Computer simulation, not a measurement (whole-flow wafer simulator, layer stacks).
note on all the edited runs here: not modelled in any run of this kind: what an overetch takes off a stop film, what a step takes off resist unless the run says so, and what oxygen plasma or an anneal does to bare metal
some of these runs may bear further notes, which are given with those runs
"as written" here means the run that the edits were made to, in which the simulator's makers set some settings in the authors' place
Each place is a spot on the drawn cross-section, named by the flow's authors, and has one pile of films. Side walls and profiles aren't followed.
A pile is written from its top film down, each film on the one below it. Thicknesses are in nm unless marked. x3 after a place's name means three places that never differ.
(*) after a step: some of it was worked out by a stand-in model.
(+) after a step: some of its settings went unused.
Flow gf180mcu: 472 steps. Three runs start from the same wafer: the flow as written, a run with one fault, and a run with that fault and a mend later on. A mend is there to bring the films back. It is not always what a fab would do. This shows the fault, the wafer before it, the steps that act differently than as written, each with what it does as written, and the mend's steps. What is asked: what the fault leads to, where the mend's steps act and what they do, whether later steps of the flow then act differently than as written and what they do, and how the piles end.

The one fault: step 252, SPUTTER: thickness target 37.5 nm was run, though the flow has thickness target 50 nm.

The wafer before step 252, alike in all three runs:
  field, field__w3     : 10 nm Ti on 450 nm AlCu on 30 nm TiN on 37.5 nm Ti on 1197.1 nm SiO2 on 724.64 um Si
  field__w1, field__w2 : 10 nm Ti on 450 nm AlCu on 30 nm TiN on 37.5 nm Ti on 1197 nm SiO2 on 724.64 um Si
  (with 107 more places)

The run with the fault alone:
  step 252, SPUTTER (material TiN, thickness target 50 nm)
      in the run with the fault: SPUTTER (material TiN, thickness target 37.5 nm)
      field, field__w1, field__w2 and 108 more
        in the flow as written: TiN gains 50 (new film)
        in the run with the fault: TiN gains 37.5 (new film)
  Steps later in the flow that act otherwise than as written (not shown: 4 more steps that differ only slightly, by at most 2% or 0.5 nm, whichever is larger):
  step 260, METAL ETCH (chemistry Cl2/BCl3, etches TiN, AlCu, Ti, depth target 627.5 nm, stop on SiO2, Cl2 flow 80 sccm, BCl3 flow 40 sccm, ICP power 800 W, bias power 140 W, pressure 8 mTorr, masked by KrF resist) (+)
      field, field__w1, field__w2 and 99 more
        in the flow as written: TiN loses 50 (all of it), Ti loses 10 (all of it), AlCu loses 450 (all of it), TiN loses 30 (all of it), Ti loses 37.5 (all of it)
        in the run with the fault: TiN loses 37.5 (all of it), Ti loses 10 (all of it), AlCu loses 450 (all of it), TiN loses 30 (all of it), Ti loses 37.5 (all of it)
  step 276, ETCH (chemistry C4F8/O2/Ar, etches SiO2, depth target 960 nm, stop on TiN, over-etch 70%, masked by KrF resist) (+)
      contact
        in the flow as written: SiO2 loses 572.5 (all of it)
        in the run with the fault: SiO2 loses 585 (all of it)
  The piles end different from the flow's at field__w8, contact, m1 and 6 more by more than 2% or 0.5 nm, whichever is larger.
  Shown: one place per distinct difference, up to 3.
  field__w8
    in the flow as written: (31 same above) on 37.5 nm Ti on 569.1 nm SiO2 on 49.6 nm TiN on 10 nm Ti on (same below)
    in the run with the fault: (31 same above) on 37.5 nm Ti on 581.6 nm SiO2 on 37.1 nm TiN on 10 nm Ti on (same below)
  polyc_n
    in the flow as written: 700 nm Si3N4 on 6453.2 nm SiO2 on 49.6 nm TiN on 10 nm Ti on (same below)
    in the run with the fault: 700 nm Si3N4 on 6465.7 nm SiO2 on 37.1 nm TiN on 10 nm Ti on (same below)
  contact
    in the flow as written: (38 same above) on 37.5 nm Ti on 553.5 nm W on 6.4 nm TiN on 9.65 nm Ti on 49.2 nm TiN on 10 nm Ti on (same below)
    in the run with the fault: (38 same above) on 37.5 nm Ti on 566.1 nm W on 6.36 nm TiN on 9.58 nm Ti on 36.7 nm TiN on 10 nm Ti on (same below)

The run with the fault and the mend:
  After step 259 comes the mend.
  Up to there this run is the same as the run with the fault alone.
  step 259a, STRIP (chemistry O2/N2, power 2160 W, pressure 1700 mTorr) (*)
      field__w8, contact, m1 and 6 more
        KrF resist loses 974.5 (all of it)
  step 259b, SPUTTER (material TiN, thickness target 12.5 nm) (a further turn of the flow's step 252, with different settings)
      field, field__w1, field__w2 and 108 more
        TiN gains 12.5
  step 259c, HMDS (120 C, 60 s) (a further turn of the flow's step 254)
      does not change any film at any place that is followed
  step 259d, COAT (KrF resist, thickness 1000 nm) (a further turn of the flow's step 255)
      field, field__w1, field__w2 and 108 more
        KrF resist gains 1000 (new film)
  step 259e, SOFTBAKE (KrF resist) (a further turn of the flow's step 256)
      does not change any film at any place that is followed
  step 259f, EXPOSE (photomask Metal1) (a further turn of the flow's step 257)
      does not change any film at any place that is followed
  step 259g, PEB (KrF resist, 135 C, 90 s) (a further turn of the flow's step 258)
      field, field__w1, field__w2 and 108 more
        KrF resist loses 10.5
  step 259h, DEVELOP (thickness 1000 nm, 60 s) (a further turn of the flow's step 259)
      field, field__w1, field__w2 and 99 more
        KrF resist loses 989.5 (all of it)
      field__w8, contact, m1 and 6 more
        KrF resist loses 14.9
  None of the later steps of the flow acts differently than as written at any place that is followed.
  By the end, the piles equal the flow's at every place that both follow.
